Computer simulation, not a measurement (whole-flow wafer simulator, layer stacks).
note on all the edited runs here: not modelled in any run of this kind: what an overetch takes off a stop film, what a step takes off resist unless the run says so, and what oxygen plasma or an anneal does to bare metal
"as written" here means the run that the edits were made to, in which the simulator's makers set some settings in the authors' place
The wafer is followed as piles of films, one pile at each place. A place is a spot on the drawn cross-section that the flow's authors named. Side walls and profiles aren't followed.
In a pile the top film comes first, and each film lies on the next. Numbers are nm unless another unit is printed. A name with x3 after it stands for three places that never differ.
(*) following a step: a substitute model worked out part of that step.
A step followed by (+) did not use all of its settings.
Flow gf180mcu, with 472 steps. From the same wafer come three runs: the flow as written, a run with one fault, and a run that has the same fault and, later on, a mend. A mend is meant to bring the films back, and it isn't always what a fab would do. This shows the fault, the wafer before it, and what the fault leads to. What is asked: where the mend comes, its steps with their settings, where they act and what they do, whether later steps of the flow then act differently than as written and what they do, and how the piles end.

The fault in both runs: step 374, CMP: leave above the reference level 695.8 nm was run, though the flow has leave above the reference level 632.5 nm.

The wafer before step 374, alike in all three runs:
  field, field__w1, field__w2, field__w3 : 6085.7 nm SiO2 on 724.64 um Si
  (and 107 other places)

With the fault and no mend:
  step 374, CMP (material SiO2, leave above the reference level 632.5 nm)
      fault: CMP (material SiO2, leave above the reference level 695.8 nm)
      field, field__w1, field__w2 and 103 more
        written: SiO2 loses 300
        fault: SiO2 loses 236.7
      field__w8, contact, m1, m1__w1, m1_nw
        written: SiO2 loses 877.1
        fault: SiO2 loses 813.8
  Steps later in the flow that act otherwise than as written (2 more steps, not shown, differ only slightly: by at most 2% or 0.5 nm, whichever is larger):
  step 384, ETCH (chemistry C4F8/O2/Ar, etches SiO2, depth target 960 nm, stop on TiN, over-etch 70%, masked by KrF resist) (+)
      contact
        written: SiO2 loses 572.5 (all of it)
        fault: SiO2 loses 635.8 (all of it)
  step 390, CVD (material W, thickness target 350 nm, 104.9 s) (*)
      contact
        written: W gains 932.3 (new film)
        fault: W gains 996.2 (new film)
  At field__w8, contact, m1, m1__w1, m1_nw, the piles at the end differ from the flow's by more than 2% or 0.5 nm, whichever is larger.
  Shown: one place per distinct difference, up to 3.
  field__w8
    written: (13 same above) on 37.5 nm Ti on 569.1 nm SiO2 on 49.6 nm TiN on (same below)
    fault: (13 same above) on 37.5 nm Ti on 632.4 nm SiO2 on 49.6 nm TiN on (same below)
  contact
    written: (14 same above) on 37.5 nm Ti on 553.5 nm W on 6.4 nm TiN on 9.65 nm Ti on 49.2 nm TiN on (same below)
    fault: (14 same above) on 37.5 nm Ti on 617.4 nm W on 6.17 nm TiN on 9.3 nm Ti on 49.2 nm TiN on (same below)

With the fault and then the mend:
  After step 374 comes the mend.
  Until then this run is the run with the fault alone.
  step 374a, CMP (material SiO2, leave above the reference level 632.5 nm) (a further turn of the flow's step 374)
      field, field__w1, field__w2 and 108 more
        SiO2 loses 63.3
  Every later step of the flow that is run acts as written at every place that is followed.
  At every place that both follow, the piles at the end match the flow's.
